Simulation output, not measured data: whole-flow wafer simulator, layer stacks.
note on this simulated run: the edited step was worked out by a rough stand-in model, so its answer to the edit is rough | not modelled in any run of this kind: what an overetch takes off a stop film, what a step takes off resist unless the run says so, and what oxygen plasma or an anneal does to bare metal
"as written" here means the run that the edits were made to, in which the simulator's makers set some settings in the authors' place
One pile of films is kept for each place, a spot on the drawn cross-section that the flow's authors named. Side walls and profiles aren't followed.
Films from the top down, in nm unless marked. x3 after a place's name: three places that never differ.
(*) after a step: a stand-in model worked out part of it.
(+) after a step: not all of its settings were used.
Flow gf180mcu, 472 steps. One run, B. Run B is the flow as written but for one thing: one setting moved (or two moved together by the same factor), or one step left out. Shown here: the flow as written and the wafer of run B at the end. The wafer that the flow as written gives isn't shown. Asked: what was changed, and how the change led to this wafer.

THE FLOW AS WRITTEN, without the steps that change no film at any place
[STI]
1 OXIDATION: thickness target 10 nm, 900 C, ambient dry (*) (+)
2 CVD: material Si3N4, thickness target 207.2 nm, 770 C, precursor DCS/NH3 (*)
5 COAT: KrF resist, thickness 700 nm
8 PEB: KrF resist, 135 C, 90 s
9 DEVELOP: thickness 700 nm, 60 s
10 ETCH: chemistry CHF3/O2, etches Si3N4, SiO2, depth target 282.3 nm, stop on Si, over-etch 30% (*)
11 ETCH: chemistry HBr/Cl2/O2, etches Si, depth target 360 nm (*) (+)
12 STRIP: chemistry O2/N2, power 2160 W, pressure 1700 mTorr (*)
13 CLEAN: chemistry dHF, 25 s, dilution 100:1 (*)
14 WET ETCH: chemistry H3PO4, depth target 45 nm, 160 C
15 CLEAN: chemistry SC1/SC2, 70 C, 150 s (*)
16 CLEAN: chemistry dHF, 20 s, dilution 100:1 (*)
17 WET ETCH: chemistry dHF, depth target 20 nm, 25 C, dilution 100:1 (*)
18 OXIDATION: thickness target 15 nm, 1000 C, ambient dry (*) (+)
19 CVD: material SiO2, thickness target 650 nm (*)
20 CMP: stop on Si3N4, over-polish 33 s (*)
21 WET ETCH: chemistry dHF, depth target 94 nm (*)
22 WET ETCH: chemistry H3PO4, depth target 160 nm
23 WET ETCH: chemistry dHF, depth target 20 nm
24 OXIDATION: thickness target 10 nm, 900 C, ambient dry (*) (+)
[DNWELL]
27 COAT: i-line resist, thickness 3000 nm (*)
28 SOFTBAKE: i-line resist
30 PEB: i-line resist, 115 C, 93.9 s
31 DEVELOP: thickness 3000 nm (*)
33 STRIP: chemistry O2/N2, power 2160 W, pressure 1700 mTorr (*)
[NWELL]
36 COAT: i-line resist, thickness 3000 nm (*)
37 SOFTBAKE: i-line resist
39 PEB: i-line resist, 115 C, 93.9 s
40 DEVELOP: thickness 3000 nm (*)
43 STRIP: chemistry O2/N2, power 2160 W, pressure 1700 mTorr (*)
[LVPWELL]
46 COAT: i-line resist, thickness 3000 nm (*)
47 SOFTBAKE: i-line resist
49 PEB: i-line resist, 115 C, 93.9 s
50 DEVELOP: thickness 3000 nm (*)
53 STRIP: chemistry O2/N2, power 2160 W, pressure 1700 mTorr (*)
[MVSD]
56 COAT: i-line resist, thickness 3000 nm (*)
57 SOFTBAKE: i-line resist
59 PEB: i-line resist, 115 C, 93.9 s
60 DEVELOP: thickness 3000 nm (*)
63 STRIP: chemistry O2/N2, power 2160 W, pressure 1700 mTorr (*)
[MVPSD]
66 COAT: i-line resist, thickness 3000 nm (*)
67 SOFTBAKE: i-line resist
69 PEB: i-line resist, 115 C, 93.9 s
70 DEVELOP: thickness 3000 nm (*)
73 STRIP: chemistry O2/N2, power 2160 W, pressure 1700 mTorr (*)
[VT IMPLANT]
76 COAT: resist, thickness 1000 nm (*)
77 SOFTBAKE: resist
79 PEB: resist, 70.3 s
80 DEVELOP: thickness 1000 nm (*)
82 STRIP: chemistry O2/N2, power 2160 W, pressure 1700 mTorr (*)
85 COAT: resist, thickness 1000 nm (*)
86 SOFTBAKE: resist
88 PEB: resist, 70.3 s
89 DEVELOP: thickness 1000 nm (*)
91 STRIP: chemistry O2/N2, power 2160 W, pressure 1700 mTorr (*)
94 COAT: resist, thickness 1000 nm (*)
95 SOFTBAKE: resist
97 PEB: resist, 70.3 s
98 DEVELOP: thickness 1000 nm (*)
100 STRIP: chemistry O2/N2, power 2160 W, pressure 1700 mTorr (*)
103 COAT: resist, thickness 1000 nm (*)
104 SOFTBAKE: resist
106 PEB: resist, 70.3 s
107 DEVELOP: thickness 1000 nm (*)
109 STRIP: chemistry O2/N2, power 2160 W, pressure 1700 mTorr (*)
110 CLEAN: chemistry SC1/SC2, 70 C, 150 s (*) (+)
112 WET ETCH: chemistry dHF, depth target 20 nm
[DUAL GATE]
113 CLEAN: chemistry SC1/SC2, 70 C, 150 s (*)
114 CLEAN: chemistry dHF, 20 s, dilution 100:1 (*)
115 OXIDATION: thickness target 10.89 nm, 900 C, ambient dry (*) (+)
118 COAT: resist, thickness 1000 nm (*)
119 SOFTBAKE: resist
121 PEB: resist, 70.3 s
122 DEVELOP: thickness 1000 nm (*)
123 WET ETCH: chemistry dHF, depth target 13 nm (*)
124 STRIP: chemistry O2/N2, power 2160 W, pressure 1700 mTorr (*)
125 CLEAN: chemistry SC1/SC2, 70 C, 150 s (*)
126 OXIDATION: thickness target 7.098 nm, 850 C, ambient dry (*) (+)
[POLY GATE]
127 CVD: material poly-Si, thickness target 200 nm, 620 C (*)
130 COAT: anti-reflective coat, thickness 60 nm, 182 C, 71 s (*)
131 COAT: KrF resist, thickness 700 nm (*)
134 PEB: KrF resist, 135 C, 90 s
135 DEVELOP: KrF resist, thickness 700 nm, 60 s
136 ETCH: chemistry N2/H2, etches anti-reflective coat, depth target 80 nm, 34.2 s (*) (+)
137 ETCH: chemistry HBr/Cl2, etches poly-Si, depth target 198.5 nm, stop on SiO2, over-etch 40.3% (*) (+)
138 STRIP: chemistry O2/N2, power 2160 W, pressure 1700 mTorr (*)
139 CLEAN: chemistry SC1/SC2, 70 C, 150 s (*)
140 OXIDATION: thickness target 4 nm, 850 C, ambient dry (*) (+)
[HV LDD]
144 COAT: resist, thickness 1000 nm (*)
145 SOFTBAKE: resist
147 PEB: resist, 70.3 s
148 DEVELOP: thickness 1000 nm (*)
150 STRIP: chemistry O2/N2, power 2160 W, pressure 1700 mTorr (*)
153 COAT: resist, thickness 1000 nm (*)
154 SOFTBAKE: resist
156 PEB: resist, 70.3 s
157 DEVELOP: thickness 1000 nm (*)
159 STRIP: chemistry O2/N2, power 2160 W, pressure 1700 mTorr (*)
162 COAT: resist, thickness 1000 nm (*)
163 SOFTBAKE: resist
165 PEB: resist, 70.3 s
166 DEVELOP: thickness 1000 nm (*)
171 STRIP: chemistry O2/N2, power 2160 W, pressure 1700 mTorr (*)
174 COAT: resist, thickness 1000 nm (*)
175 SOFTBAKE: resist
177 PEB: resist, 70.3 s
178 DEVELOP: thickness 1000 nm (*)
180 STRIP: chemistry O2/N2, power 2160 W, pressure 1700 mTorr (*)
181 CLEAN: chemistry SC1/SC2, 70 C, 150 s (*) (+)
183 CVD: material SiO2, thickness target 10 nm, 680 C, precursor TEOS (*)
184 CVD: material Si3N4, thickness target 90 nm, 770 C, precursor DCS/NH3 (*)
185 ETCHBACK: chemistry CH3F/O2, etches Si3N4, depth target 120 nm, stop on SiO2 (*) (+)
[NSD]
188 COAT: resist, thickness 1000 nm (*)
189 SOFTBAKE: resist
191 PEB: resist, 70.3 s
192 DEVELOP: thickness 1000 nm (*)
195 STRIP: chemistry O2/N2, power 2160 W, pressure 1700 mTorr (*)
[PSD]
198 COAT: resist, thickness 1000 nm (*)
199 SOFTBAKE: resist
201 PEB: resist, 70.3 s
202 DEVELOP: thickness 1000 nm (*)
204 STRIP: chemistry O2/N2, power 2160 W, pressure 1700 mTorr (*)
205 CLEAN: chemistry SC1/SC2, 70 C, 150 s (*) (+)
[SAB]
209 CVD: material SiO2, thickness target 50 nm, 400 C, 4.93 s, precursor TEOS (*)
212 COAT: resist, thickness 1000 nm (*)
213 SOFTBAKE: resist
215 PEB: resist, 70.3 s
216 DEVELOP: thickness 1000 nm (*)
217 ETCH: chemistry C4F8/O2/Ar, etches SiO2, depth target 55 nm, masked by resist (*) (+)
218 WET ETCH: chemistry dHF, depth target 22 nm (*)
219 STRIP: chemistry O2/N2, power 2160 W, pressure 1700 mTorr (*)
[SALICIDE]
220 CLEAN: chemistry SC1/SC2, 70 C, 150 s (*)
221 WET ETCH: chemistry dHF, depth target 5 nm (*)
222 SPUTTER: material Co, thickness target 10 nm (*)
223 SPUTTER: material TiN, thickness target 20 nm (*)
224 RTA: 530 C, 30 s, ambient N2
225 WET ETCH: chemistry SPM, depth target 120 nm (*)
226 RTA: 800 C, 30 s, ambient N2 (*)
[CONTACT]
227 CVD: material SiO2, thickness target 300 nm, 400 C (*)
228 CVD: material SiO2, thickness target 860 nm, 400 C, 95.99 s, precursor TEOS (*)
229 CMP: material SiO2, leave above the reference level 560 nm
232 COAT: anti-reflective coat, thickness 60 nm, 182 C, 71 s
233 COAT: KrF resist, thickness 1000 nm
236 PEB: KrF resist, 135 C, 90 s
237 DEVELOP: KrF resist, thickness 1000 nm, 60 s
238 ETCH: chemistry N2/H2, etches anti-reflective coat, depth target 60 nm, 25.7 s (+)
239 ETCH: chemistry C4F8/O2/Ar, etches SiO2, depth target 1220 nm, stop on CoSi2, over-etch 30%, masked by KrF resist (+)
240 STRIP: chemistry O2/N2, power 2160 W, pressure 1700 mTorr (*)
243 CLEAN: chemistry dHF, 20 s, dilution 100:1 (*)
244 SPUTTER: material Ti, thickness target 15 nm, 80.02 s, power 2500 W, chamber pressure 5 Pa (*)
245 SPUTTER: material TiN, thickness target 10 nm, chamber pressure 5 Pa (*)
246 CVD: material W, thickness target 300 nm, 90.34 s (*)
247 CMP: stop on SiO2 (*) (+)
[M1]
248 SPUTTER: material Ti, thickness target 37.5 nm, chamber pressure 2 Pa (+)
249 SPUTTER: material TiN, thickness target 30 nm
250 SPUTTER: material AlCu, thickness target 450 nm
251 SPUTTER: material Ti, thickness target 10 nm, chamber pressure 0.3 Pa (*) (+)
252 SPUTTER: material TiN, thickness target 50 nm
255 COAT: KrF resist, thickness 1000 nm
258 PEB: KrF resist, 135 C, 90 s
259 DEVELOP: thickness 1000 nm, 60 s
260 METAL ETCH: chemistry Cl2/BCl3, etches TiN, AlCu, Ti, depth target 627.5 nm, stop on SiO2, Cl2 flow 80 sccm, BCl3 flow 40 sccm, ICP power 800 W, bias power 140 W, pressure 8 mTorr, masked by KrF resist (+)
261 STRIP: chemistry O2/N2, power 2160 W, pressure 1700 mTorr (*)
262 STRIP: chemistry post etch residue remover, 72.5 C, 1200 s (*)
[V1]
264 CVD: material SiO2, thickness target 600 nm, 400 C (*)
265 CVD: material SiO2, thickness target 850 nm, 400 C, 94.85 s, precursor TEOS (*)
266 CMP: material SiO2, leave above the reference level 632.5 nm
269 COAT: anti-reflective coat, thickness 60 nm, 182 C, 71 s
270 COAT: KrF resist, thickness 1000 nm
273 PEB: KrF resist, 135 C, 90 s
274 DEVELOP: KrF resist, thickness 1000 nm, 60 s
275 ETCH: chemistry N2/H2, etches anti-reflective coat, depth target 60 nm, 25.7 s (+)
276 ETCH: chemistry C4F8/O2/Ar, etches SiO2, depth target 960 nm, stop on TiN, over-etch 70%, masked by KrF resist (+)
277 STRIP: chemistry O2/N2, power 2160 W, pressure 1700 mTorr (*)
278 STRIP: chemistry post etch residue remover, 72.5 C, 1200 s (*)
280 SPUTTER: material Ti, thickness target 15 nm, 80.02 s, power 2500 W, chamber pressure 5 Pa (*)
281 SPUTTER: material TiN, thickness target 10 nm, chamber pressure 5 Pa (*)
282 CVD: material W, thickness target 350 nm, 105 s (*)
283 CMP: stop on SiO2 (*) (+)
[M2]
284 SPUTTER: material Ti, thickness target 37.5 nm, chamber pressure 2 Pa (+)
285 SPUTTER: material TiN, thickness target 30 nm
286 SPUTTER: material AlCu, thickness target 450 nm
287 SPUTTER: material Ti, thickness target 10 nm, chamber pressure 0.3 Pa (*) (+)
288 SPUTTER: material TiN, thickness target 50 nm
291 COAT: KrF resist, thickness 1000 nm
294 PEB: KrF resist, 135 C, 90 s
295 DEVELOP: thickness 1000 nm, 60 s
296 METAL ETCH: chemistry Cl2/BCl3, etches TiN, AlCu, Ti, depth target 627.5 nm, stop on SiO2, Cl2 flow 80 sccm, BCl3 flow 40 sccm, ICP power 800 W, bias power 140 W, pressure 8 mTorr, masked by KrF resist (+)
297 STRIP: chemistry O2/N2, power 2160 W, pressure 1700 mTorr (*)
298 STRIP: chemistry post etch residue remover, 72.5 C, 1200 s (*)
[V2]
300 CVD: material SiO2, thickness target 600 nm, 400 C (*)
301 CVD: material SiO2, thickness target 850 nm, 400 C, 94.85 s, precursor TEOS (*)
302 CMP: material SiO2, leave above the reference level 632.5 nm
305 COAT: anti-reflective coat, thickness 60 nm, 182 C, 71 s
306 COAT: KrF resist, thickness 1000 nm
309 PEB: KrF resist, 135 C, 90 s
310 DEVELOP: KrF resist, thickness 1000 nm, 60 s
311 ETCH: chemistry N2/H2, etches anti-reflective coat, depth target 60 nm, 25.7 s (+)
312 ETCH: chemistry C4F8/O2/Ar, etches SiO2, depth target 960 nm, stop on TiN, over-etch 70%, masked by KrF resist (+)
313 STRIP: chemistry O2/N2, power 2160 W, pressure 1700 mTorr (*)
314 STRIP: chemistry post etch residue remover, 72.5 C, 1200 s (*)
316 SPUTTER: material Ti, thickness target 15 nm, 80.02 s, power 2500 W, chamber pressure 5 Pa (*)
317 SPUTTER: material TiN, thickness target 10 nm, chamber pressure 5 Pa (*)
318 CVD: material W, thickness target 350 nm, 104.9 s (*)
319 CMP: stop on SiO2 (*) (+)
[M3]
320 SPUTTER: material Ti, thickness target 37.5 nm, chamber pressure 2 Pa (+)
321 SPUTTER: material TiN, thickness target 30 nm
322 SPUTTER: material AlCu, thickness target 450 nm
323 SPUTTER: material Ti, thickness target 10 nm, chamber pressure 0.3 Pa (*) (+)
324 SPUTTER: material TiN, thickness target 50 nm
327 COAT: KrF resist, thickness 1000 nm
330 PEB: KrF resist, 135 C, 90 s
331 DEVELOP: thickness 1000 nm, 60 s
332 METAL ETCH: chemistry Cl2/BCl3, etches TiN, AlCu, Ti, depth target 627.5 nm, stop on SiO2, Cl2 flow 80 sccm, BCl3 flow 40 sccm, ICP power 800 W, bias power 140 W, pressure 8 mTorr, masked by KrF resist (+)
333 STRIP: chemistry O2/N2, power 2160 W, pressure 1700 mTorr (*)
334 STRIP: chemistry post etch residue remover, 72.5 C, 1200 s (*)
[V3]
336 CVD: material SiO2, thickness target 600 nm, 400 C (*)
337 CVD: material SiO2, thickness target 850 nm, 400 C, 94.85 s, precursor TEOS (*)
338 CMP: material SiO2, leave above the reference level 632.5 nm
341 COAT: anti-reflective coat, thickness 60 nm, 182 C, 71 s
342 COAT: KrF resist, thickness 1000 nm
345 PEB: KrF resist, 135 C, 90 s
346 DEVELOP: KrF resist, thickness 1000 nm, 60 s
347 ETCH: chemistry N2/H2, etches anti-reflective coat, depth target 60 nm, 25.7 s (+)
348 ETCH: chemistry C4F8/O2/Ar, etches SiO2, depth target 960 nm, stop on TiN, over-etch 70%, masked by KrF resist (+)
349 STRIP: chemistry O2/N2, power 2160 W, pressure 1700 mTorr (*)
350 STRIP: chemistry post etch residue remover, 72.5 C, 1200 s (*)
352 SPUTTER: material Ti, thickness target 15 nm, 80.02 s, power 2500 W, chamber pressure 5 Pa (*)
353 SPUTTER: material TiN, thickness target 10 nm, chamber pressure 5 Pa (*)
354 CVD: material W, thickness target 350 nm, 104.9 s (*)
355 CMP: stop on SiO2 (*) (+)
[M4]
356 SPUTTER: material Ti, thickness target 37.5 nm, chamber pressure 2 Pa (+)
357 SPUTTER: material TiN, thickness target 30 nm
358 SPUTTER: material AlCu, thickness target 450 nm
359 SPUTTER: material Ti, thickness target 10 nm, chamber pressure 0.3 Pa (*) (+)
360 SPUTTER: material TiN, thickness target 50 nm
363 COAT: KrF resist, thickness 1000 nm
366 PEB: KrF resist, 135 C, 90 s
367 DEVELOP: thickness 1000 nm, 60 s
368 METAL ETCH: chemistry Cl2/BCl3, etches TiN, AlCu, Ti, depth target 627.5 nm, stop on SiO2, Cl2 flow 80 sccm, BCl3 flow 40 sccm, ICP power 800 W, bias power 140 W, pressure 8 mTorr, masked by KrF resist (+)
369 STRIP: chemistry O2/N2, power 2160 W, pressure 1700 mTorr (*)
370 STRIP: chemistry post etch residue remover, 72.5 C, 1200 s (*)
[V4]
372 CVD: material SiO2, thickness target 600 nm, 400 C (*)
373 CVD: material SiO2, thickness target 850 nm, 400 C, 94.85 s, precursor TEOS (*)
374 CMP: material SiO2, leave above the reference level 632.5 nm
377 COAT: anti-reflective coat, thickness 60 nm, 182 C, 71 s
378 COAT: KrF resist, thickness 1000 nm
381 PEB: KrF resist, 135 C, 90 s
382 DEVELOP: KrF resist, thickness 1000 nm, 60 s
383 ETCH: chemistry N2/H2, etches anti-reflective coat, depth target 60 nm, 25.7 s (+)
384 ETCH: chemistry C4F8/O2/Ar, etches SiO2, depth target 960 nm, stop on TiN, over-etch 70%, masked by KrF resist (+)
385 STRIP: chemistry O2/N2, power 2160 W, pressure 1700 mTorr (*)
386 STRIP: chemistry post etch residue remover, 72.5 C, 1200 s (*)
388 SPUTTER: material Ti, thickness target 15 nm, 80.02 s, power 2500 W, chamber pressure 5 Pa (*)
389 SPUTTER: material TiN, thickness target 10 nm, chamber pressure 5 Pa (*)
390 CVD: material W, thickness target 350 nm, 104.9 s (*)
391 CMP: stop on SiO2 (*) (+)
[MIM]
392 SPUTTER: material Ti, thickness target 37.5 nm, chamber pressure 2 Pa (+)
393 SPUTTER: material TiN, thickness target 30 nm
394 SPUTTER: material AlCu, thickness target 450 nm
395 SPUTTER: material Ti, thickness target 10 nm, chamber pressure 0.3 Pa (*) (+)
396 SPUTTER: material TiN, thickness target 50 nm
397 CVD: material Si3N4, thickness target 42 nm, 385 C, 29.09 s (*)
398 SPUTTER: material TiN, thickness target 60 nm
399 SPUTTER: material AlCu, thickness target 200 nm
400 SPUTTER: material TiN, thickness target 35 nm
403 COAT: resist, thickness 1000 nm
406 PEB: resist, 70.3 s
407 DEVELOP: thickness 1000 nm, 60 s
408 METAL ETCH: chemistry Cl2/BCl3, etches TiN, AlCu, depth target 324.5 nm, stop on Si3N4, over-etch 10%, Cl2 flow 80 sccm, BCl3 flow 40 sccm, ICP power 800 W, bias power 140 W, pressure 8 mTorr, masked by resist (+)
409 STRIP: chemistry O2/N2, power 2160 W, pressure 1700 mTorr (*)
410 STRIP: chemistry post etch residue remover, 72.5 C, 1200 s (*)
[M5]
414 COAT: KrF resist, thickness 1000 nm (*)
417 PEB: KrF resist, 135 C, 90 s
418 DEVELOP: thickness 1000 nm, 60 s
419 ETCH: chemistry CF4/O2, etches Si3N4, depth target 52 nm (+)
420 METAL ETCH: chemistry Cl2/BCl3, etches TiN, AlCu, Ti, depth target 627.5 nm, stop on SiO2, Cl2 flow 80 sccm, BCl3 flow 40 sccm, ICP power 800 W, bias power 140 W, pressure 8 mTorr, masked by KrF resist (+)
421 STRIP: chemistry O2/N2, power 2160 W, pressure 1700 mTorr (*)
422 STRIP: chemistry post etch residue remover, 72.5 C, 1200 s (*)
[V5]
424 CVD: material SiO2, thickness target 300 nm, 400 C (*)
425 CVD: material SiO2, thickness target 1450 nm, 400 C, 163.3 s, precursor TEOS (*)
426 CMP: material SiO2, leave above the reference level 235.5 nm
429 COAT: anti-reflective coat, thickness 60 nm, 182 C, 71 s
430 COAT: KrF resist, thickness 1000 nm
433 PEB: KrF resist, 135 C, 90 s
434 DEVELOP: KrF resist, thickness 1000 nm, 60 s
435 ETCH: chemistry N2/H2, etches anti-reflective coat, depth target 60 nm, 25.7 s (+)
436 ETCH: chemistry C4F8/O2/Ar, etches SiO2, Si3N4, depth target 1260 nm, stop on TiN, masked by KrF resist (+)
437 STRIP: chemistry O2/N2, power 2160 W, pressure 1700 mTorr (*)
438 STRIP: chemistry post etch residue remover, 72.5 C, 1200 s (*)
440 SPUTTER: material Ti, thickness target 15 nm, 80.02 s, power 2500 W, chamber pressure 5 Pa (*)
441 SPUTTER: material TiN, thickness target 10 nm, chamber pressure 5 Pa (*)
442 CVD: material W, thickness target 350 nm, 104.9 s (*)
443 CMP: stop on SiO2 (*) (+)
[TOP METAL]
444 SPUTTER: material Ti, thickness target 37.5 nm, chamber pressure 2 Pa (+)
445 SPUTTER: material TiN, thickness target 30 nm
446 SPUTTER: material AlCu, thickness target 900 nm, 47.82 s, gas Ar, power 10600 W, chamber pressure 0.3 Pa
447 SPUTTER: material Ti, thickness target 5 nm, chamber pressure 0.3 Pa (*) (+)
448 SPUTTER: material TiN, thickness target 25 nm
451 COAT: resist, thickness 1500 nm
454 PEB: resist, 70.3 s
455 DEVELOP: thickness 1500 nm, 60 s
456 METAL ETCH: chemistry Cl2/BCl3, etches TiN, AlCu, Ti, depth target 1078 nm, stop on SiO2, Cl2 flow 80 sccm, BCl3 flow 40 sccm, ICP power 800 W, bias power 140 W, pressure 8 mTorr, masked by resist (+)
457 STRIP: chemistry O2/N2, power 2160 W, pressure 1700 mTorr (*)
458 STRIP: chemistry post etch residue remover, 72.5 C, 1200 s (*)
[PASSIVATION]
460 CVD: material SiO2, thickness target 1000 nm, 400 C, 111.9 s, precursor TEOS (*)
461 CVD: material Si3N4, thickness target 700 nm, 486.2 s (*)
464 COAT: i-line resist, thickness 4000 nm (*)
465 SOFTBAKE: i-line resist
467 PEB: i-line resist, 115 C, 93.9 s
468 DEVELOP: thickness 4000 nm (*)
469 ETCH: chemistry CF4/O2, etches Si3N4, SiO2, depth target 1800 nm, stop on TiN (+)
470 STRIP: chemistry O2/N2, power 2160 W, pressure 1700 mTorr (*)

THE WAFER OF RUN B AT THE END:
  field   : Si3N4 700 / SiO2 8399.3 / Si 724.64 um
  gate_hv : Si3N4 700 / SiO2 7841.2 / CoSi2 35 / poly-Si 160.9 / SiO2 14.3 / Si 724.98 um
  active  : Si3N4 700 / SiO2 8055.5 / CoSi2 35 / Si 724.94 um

The cause: step 424, CVD: thickness target 472 nm was run, where the flow has thickness target 300 nm.

How the change led to this, step by step:
  424 CVD: material SiO2, thickness target 300 nm, 400 C (*)
      field, field__w1, field__w2 and 101 more: SiO2 +472 (as written it would be: SiO2 +300)
      field__w4, field__w8, contact, m1, m1__w1, mim, mim_1p0, m1_nw: SiO2 +472 (new film) (as written it would be: SiO2 +300 (new film))
  436 ETCH: chemistry C4F8/O2/Ar, etches SiO2, Si3N4, depth target 1260 nm, stop on TiN, masked by KrF resist (+)
      contact: SiO2 -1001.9 (all of it), Si3N4 -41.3 (all of it) (as written it would be: SiO2 -829.9 (all of it), Si3N4 -41.3 (all of it))
  440 SPUTTER: material Ti, thickness target 15 nm, 80.02 s, power 2500 W, chamber pressure 5 Pa (*)
      contact: Ti +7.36 (new film) (as written it would be: Ti +8.12 (new film))
  442 CVD: material W, thickness target 350 nm, 104.9 s (*)
      contact: W +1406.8 (new film) (as written it would be: W +1233.6 (new film))
